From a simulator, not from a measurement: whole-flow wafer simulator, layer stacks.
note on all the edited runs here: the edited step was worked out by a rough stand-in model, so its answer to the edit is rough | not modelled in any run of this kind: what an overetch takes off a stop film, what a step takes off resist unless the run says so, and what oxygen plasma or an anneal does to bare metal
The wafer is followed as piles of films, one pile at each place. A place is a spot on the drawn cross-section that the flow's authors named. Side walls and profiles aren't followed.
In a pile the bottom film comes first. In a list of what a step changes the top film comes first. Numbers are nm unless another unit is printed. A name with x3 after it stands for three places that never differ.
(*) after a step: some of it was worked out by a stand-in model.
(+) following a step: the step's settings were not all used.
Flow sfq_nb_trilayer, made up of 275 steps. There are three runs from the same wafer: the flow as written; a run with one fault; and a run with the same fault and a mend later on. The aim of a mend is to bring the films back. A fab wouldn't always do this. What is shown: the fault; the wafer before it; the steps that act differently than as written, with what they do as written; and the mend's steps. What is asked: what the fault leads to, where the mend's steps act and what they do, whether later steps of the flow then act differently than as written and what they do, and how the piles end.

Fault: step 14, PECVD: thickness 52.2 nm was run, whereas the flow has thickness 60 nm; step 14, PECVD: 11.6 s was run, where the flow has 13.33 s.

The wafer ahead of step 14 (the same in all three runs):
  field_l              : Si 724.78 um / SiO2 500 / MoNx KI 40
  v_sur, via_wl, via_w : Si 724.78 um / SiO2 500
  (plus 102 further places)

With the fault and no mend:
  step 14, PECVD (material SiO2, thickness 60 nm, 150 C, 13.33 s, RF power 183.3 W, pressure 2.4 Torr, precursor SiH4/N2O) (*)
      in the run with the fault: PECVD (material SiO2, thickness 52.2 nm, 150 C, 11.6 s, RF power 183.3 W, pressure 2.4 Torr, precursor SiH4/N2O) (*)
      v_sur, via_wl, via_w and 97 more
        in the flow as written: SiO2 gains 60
        in the run with the fault: SiO2 gains 52.2
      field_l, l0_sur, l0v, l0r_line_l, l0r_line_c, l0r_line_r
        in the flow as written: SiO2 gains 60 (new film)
        in the run with the fault: SiO2 gains 52.2 (new film)
  Steps further on in the flow that do not act as written (8 more steps, not shown, differ only slightly: by at most 2% or 0.5 nm, whichever is larger):
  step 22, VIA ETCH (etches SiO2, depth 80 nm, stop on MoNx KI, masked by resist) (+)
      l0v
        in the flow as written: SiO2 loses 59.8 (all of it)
        in the run with the fault: SiO2 loses 52 (all of it)
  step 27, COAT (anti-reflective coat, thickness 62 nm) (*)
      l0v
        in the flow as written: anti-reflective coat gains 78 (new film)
        in the run with the fault: anti-reflective coat gains 75.6 (new film)
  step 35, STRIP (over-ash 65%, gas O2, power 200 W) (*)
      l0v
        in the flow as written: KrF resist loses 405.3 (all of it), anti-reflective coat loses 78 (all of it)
        in the run with the fault: KrF resist loses 400.4 (all of it), anti-reflective coat loses 75.6 (all of it)
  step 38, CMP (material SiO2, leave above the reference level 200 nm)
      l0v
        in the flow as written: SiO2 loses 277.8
        in the run with the fault: SiO2 loses 286.9
  By the end, the piles at field_l, l0_sur, l0r_line_l, l0r_line_c, l0r_line_r depart from the flow's by more than 2% or 0.5 nm, whichever is larger.
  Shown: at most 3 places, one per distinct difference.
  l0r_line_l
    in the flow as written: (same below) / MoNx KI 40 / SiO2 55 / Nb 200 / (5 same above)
    in the run with the fault: (same below) / MoNx KI 40 / SiO2 47.2 / Nb 200 / (5 same above)
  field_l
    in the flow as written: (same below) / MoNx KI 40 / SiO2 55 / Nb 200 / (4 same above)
    in the run with the fault: (same below) / MoNx KI 40 / SiO2 47.2 / Nb 200 / (4 same above)
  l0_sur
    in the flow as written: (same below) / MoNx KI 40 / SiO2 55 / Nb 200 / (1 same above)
    in the run with the fault: (same below) / MoNx KI 40 / SiO2 47.2 / Nb 200 / (1 same above)

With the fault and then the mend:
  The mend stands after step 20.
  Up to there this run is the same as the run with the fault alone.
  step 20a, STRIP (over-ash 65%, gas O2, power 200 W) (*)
      p4_fl x3, p4_w1 x9, p4_g1 x2 and 59 more
        KrF resist loses 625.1 (all of it), anti-reflective coat loses 62 (all of it)
      jj_sur, ce_l, c5j, ce_r, sp_r, be_r, r_sur
        KrF resist loses 632 (all of it), anti-reflective coat loses 63.7 (all of it)
      be, moat
        KrF resist loses 632.3 (all of it), anti-reflective coat loses 63.8 (all of it)
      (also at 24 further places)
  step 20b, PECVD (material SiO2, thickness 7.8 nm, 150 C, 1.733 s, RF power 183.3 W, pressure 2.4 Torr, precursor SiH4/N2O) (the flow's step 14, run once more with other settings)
      field_l, v_sur, via_wl and 103 more
        SiO2 gains 7.8
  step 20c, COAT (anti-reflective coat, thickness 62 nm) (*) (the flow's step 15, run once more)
      p4_fl x3, p4_w1 x9, p4_g1 x2 and 59 more
        anti-reflective coat gains 62 (new film)
      be_sur, gap, jj_sur and 8 more
        anti-reflective coat gains 63.7 (new film)
      wire, be, moat, field_r, lsp_l
        anti-reflective coat gains 63.8 (new film)
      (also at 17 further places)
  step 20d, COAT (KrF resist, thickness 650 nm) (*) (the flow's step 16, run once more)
      p4_fl x3, p4_w1 x9, p4_g1 x2 and 59 more
        KrF resist gains 650 (new film)
      ce_l, c5j, ce_r, sp_r, be_r
        KrF resist gains 656.9 (new film)
      gap, jj_sur, r_sur, res
        KrF resist gains 657 (new film)
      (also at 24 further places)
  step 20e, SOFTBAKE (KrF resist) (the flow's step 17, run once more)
      leaves every film unchanged at each place that is followed
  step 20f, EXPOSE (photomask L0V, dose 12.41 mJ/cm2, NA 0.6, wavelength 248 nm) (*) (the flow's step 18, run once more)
      leaves every film unchanged at each place that is followed
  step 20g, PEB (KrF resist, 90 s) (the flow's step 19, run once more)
      p4_fl x3, p4_w1 x9, p4_g1 x2 and 59 more
        KrF resist loses 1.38
      via_v, wire, be and 15 more
        KrF resist loses 1.39
      v_sur, via_w, via_wr, via_sp, lsp_m, ln_m6, lsp_r
        KrF resist loses 1.4
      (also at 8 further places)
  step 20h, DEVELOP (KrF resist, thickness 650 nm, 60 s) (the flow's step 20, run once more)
      field_l, v_sur, via_wl and 102 more
        KrF resist loses 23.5
      l0v
        KrF resist loses 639 (all of it)
  Every later step of the flow that is run acts as written, at every place that is followed, to within 2% or 0.5 nm, whichever is larger.
  By the end, the piles equal the flow's at every place that both follow.
